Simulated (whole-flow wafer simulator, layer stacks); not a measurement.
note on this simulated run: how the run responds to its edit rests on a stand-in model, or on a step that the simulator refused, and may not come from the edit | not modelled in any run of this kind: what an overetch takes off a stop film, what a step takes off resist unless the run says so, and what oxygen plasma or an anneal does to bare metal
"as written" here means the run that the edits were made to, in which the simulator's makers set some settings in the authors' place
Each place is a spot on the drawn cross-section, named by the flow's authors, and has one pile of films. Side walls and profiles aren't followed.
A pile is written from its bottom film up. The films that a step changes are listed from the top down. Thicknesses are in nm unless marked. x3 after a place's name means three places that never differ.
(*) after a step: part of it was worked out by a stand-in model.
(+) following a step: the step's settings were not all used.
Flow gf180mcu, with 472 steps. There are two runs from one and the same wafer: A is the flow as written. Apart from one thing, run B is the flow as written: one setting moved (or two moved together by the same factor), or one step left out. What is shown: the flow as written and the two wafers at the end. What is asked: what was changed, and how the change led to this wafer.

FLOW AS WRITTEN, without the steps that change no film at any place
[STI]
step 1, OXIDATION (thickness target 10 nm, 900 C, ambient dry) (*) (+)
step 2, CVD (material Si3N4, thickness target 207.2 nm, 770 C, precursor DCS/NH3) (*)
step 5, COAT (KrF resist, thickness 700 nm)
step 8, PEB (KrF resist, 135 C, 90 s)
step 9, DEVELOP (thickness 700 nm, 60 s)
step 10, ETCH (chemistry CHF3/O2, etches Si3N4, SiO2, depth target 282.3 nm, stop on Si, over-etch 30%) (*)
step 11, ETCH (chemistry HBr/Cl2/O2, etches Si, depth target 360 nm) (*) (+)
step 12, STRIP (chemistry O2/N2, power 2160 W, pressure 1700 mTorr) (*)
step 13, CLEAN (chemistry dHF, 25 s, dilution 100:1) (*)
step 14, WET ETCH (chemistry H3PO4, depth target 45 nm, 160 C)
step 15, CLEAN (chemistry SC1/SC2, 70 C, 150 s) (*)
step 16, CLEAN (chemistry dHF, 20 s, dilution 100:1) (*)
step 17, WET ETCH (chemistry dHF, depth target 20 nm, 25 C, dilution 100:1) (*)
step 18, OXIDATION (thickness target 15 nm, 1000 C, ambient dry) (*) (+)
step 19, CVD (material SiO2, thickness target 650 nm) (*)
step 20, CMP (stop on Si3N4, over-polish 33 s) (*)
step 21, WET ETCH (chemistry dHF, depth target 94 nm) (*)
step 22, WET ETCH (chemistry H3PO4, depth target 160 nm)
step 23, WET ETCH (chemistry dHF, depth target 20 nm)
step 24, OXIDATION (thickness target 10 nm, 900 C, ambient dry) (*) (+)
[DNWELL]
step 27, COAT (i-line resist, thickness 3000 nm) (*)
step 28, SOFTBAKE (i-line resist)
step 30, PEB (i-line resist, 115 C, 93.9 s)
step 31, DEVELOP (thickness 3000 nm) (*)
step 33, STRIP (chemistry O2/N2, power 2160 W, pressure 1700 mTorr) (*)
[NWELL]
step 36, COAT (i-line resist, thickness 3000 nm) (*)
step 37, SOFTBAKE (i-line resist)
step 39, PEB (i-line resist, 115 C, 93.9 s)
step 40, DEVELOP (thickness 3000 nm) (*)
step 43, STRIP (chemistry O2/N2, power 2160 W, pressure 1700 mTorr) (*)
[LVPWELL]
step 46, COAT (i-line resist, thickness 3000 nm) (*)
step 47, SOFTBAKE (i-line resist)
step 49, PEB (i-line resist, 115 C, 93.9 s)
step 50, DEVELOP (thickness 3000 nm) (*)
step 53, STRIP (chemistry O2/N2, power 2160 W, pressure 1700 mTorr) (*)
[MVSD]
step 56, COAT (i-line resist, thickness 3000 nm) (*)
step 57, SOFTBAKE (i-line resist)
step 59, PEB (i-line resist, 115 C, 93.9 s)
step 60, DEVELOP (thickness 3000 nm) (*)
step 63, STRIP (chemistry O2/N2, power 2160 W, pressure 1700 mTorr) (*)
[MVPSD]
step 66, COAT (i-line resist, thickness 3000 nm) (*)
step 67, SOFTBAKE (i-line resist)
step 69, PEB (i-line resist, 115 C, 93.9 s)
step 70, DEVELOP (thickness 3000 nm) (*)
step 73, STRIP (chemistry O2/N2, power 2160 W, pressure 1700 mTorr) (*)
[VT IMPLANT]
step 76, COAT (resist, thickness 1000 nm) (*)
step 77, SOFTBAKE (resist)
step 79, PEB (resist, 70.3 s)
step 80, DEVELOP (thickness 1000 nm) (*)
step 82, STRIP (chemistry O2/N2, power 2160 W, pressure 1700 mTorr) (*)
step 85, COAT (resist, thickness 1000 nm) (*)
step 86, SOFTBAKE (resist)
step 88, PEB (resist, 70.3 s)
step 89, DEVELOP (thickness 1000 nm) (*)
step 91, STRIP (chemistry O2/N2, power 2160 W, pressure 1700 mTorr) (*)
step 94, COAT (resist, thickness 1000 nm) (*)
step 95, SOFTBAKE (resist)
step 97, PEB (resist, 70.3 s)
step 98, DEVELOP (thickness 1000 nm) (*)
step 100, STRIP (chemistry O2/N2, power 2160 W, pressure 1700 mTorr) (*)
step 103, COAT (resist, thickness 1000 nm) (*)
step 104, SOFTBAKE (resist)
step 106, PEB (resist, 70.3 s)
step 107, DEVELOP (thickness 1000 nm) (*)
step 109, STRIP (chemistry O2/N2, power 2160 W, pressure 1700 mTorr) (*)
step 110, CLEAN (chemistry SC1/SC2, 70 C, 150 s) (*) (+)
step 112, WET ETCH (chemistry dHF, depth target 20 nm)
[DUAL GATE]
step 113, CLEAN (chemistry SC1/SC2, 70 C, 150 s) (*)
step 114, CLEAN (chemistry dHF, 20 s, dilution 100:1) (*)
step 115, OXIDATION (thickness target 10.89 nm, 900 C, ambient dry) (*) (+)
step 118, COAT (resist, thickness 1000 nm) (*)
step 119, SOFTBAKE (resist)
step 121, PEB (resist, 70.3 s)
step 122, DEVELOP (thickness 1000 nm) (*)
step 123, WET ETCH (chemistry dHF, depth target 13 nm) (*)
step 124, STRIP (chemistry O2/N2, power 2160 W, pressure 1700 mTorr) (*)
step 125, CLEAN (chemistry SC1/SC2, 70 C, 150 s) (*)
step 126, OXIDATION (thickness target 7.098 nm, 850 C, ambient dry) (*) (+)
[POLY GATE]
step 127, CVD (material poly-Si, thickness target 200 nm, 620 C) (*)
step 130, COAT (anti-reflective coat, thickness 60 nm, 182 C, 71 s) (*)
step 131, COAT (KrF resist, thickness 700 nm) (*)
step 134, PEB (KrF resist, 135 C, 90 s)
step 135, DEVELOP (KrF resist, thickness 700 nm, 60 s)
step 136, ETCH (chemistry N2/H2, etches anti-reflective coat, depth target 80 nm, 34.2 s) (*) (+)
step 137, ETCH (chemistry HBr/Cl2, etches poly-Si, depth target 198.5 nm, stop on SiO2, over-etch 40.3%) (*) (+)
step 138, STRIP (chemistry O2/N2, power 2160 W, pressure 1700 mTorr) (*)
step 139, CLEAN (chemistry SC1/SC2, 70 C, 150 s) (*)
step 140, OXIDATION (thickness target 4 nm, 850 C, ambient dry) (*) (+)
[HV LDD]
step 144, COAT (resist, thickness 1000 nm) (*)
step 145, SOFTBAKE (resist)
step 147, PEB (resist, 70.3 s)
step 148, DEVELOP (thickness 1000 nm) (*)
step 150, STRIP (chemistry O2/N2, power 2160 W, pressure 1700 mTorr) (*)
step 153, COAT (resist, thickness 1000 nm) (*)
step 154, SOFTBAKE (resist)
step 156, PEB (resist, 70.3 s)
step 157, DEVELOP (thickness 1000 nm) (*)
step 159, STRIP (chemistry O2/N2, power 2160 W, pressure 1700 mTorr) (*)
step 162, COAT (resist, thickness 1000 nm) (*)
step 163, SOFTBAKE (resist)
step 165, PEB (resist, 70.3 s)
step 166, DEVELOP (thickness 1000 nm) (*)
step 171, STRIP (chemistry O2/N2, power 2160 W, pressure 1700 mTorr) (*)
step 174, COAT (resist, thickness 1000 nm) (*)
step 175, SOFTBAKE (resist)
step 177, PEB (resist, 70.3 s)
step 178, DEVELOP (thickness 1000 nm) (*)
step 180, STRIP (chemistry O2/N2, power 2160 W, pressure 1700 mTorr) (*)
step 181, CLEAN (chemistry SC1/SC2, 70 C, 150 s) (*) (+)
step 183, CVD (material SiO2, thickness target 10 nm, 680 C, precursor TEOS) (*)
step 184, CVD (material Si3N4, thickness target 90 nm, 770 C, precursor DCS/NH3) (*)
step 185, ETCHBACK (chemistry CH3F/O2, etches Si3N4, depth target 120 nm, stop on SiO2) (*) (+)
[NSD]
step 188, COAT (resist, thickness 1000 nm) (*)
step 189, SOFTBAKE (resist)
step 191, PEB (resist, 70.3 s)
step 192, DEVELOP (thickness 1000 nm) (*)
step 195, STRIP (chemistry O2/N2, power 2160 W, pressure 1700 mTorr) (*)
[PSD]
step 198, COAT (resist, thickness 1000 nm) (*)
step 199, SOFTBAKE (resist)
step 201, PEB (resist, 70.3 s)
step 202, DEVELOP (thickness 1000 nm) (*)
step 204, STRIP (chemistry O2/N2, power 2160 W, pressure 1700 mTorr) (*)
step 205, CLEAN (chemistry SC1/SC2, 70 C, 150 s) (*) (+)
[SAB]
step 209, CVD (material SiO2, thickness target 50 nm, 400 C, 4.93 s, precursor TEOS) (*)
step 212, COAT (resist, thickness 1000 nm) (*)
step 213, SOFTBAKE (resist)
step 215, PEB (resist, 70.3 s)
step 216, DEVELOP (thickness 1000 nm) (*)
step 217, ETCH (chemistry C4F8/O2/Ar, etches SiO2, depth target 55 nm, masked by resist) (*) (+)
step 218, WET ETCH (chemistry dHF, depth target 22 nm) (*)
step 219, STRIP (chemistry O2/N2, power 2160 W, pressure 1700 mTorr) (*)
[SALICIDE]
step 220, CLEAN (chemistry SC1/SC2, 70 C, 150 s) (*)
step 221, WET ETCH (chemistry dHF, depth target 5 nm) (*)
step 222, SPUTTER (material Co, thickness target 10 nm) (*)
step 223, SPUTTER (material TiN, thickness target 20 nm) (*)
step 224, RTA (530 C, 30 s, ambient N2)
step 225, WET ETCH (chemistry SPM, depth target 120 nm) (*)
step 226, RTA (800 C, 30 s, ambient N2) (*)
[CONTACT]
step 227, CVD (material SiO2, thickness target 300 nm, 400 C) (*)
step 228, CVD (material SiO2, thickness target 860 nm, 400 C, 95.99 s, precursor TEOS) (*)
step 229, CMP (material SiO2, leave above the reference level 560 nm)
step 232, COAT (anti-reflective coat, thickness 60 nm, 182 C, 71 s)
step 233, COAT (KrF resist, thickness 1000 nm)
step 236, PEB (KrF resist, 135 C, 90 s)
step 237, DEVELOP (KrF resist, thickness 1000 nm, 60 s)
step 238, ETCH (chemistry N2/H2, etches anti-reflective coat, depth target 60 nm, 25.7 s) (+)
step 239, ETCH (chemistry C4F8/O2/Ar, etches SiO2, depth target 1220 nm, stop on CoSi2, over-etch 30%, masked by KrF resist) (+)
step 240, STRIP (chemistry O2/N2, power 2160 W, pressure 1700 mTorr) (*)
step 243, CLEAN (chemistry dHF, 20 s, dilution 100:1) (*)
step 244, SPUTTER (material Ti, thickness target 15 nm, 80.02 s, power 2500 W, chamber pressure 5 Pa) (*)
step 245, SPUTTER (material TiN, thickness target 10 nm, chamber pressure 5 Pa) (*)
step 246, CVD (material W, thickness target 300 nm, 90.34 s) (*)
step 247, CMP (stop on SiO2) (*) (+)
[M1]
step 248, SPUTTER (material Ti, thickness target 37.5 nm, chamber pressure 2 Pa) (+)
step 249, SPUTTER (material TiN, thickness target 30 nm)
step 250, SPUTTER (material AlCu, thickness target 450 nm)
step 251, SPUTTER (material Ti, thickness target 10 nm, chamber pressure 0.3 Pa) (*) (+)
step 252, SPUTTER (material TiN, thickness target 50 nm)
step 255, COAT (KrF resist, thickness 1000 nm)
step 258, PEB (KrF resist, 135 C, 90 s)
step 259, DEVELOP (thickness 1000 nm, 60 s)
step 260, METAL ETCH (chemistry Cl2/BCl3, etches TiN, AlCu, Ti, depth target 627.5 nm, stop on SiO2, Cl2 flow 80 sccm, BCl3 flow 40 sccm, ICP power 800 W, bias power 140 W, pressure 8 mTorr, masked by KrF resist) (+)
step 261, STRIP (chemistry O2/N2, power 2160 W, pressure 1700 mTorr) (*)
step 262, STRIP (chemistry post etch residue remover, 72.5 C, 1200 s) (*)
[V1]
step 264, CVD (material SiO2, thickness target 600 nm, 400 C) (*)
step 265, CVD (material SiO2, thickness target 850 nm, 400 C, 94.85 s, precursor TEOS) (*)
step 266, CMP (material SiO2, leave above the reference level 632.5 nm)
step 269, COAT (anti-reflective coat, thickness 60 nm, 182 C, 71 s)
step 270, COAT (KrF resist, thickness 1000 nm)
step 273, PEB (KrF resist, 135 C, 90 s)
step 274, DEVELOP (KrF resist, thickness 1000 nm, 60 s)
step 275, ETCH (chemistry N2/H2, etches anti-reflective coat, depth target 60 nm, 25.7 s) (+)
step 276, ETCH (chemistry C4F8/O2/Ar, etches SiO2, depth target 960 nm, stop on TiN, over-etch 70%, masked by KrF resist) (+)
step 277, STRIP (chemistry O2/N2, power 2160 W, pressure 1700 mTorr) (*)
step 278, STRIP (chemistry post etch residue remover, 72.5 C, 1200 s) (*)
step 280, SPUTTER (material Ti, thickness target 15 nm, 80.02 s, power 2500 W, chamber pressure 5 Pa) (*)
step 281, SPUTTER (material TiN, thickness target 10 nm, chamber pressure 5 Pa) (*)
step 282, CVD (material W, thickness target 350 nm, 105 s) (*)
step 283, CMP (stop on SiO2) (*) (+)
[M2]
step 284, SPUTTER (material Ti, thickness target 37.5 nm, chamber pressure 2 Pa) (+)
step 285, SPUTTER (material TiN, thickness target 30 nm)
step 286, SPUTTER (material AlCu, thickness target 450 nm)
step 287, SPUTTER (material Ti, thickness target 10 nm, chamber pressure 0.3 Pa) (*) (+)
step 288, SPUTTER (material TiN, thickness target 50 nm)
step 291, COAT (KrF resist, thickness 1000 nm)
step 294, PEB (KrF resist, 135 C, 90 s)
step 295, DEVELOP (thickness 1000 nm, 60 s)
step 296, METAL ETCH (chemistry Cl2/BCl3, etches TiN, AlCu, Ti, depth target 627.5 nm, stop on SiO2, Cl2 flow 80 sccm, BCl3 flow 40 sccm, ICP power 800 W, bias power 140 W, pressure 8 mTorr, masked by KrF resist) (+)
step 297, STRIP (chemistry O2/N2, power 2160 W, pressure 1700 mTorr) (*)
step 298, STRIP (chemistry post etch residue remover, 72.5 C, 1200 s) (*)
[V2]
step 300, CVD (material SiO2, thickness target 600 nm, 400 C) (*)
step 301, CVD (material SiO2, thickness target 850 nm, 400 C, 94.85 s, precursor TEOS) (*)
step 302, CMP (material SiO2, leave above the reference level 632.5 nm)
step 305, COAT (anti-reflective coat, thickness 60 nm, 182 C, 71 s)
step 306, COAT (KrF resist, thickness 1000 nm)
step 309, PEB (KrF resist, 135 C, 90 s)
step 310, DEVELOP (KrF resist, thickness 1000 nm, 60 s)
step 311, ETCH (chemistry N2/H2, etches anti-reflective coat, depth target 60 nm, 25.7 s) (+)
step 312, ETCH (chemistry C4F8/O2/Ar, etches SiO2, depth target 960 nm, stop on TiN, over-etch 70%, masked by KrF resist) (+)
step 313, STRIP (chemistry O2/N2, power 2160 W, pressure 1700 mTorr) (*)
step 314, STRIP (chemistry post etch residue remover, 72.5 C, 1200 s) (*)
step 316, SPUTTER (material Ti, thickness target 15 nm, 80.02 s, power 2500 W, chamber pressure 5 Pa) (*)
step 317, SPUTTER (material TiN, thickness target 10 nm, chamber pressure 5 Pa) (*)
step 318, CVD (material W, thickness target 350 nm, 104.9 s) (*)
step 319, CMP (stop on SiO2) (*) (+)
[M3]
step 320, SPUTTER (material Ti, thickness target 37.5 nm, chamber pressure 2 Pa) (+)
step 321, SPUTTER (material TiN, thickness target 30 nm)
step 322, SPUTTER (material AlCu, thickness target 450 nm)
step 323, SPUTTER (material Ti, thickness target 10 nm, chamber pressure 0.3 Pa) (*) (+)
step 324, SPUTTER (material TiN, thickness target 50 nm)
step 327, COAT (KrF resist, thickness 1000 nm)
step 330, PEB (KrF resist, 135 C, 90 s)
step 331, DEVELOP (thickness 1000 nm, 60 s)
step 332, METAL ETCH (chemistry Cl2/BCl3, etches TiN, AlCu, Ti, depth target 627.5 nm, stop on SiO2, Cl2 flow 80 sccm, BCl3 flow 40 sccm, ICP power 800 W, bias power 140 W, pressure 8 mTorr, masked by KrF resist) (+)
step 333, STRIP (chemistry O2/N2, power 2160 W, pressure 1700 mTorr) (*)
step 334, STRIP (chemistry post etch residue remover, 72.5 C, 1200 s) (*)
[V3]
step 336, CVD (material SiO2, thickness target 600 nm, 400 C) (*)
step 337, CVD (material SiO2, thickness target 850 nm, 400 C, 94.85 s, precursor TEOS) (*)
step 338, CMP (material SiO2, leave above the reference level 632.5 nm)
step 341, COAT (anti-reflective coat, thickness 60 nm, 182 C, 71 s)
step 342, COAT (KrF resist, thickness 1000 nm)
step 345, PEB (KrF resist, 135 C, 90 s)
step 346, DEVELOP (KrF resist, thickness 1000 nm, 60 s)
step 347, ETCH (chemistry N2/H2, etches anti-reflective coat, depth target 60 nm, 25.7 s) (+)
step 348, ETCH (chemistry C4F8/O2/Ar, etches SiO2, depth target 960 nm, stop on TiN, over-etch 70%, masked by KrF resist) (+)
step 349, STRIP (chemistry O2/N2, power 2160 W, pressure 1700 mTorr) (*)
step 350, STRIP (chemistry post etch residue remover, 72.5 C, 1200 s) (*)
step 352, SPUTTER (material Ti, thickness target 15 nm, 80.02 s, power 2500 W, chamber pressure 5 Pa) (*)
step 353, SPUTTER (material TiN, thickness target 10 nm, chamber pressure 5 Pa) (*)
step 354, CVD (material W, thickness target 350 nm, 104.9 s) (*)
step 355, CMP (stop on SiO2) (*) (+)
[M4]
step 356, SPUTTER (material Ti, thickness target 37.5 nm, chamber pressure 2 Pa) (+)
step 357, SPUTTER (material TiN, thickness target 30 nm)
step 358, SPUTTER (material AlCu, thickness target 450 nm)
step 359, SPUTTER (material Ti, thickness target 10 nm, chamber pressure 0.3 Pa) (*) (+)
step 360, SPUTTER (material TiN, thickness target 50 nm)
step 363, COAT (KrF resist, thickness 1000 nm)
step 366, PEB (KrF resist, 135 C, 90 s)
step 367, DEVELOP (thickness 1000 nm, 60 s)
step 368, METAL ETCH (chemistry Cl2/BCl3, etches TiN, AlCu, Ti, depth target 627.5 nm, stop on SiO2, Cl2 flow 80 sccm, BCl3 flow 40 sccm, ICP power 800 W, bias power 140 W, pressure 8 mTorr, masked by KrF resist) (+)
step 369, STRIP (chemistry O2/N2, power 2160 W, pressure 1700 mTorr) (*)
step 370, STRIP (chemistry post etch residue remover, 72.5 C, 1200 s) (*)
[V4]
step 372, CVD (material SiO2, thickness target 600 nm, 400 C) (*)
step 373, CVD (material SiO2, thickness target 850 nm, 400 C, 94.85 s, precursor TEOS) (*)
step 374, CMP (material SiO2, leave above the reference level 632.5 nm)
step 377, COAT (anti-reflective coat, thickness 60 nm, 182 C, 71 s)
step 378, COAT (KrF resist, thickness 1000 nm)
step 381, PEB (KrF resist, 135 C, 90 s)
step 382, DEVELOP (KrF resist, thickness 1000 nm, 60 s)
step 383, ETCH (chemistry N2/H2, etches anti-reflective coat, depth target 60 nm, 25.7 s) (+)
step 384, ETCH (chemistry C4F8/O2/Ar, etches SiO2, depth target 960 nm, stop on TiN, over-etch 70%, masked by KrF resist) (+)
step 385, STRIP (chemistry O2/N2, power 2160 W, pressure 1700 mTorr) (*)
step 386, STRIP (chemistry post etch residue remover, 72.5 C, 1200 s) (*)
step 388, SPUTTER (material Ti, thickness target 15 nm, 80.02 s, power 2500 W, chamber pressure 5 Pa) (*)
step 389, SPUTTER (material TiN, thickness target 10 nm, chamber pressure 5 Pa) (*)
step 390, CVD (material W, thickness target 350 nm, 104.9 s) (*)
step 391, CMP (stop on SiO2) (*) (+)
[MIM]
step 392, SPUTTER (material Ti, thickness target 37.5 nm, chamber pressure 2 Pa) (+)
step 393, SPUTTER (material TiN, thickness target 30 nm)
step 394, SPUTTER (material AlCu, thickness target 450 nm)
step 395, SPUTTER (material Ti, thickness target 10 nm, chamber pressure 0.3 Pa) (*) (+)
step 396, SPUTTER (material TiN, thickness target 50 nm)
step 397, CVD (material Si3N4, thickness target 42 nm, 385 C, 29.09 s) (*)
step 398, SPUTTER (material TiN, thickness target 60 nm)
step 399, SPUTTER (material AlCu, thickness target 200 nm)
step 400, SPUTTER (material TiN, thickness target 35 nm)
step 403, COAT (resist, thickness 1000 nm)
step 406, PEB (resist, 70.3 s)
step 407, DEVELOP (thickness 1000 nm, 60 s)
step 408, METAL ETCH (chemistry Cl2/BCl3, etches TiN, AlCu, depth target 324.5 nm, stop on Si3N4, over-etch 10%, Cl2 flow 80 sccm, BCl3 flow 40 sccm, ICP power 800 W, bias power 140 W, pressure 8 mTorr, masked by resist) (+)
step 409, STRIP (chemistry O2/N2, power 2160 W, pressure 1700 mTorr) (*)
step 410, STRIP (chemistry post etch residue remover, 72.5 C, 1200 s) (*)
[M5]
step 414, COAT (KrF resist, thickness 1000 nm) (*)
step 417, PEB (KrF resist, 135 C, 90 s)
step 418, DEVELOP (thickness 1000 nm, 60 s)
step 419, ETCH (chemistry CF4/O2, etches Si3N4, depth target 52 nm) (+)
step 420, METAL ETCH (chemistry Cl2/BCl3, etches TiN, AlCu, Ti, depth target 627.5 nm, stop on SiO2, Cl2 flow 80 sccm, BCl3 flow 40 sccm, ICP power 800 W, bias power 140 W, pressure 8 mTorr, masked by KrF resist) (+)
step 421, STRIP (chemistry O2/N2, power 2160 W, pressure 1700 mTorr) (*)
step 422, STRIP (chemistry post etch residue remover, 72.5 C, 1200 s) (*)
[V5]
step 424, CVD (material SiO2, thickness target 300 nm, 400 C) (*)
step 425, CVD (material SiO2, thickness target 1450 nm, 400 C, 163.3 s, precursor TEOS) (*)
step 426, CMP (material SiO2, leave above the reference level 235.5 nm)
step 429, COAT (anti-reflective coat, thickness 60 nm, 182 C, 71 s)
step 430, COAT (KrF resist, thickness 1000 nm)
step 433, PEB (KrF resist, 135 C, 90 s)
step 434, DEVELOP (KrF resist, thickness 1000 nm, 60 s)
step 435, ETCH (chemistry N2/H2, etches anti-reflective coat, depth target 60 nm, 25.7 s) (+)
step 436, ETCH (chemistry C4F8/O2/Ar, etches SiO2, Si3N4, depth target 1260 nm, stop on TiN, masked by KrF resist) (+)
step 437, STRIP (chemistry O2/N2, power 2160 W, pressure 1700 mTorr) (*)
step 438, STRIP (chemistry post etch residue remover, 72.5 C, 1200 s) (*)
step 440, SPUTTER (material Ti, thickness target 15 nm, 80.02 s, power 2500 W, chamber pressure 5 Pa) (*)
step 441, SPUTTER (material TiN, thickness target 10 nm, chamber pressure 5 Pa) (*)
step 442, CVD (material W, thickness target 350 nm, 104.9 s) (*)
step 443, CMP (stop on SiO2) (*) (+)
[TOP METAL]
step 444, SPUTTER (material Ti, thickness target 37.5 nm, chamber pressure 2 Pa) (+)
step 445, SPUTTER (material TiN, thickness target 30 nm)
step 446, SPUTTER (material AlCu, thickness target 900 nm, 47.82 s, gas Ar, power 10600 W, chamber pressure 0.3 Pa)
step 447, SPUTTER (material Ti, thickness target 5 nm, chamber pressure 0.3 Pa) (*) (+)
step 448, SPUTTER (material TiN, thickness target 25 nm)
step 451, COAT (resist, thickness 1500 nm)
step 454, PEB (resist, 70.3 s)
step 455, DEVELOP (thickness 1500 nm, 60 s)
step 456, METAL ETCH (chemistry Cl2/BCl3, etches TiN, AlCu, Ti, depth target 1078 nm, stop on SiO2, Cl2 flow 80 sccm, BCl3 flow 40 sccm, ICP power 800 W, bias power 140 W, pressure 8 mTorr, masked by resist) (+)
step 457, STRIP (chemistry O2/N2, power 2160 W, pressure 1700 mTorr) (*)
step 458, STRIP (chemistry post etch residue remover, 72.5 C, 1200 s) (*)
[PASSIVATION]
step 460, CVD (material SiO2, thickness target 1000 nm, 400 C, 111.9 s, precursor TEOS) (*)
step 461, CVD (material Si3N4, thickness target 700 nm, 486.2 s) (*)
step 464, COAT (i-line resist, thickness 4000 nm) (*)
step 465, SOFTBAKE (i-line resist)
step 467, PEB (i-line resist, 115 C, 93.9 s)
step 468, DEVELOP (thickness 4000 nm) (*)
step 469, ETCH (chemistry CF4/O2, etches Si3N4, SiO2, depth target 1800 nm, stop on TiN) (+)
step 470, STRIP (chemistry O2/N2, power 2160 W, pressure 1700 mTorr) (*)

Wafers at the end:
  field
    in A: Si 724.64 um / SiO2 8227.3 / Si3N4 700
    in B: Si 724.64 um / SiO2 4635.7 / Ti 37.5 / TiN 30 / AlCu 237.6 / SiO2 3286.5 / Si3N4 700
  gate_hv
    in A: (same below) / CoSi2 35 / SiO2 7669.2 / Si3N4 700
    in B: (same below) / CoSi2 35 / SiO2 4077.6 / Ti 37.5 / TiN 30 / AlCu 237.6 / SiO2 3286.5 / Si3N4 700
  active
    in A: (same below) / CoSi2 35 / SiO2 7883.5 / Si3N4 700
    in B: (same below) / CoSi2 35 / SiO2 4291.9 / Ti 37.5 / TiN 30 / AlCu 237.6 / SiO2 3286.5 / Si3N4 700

The reason: step 368, METAL ETCH: depth target 266.7 nm was run, whereas the flow has depth target 627.5 nm.

The path from the change to this, step by step:
  step 368, METAL ETCH (chemistry Cl2/BCl3, etches TiN, AlCu, Ti, depth target 627.5 nm, stop on SiO2, Cl2 flow 80 sccm, BCl3 flow 40 sccm, ICP power 800 W, bias power 140 W, pressure 8 mTorr, masked by KrF resist) (+)
      field, field__w1, field__w2 and 103 more: A -50 TiN (all of it), -10 Ti (all of it), -450 AlCu (all of it), -30 TiN (all of it), -37.5 Ti (all of it) | B -50 TiN (all of it), -10 Ti (all of it), -206.7 AlCu
      field__w8, contact, m1, m1__w1, m1_nw: A -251 KrF resist | B -106.7 KrF resist
  step 369, STRIP (chemistry O2/N2, power 2160 W, pressure 1700 mTorr) (*)
      field__w8, contact, m1, m1__w1, m1_nw: A -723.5 KrF resist (all of it) | B -867.8 KrF resist (all of it)
  step 370, STRIP (chemistry post etch residue remover, 72.5 C, 1200 s) (*)
      field, field__w1, field__w2 and 103 more: A nothing | B -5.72 AlCu
  step 372, CVD (material SiO2, thickness target 600 nm, 400 C) (*)
      field, field__w1, field__w2 and 103 more: A +600 SiO2 | B +600 SiO2 (new film)
  step 374, CMP (material SiO2, leave above the reference level 632.5 nm)
      field, field__w1, field__w2 and 103 more: A -300 SiO2 | B -605.1 SiO2
Taking metal films that touch as one body, field has 1 body; the flow as written gives 0 bodies.
Taking metal films that touch as one body, gate_hv has 2 bodies (between them, from the top down: SiO2 4077.6); the flow as written gives 1 body.
Taking metal films that touch as one body, active has 2 bodies (between them, from the top down: SiO2 4291.9); the flow as written gives 1 body.
